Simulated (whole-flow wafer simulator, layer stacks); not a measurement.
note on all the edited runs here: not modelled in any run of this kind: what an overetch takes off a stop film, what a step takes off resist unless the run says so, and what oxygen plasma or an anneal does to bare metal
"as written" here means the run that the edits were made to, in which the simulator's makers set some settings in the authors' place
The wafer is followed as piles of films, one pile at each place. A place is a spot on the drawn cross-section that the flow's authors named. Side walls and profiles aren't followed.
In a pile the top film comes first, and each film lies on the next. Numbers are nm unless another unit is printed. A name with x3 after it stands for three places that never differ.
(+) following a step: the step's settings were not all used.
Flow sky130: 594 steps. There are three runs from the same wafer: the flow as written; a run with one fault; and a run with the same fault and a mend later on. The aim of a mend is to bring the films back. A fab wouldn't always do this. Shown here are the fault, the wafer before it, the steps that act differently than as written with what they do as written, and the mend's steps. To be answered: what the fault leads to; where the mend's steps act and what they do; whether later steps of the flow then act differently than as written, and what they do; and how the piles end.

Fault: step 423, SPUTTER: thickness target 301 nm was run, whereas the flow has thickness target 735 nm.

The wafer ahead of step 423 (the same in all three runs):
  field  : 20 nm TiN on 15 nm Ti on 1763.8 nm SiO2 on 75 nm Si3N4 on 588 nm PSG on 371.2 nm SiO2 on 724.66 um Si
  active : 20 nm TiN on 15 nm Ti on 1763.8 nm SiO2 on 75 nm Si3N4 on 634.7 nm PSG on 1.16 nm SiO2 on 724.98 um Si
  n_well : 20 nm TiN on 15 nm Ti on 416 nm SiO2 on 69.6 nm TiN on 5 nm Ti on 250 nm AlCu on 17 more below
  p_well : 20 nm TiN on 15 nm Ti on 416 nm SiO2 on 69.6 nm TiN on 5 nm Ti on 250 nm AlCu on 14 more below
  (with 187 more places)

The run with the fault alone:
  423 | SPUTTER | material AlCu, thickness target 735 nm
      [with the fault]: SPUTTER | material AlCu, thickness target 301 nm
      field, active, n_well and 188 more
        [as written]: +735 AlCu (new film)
        [with the fault]: +301 AlCu (new film)
  Steps later in the flow that act otherwise than as written (6 other steps are not shown; they differ only slightly, by no more than 2% or 0.5 nm, whichever is larger):
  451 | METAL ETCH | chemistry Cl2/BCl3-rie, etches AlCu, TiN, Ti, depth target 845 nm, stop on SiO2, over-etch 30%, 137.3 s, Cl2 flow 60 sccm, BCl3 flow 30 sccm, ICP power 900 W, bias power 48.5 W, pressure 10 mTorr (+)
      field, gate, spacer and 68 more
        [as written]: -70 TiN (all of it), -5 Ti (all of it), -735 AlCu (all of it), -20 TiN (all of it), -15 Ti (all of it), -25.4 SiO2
        [with the fault]: -70 TiN (all of it), -5 Ti (all of it), -301 AlCu (all of it), -20 TiN (all of it), -15 Ti (all of it), -68.8 SiO2
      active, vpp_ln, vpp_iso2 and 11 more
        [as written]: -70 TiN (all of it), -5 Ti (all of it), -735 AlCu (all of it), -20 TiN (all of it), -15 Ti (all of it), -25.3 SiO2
        [with the fault]: -70 TiN (all of it), -5 Ti (all of it), -301 AlCu (all of it), -20 TiN (all of it), -15 Ti (all of it), -68.8 SiO2
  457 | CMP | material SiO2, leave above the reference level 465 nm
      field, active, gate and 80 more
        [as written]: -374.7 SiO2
        [with the fault]: -765.2 SiO2
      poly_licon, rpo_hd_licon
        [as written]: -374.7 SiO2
        [with the fault]: -765.3 SiO2
  At field, active, n_well and 190 more, the piles at the end differ from the flow's by more than 2% or 0.5 nm, whichever is larger.
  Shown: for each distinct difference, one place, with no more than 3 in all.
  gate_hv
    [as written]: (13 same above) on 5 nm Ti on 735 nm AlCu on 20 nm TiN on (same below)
    [with the fault]: (13 same above) on 5 nm Ti on 301 nm AlCu on 20 nm TiN on (same below)
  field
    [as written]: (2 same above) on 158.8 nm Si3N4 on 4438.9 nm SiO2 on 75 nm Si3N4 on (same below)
    [with the fault]: (2 same above) on 158.8 nm Si3N4 on 4004.9 nm SiO2 on 75 nm Si3N4 on (same below)
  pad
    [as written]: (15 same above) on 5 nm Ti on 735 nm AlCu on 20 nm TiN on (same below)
    [with the fault]: (15 same above) on 5 nm Ti on 301 nm AlCu on 20 nm TiN on (same below)

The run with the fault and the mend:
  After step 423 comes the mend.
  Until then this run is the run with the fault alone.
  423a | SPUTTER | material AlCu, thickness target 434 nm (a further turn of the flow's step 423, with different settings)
      field, active, n_well and 188 more
        +434 AlCu
  Later steps of the flow that are run all act as written at every place that is followed.
  The piles end the same as the flow's at every place that both follow.
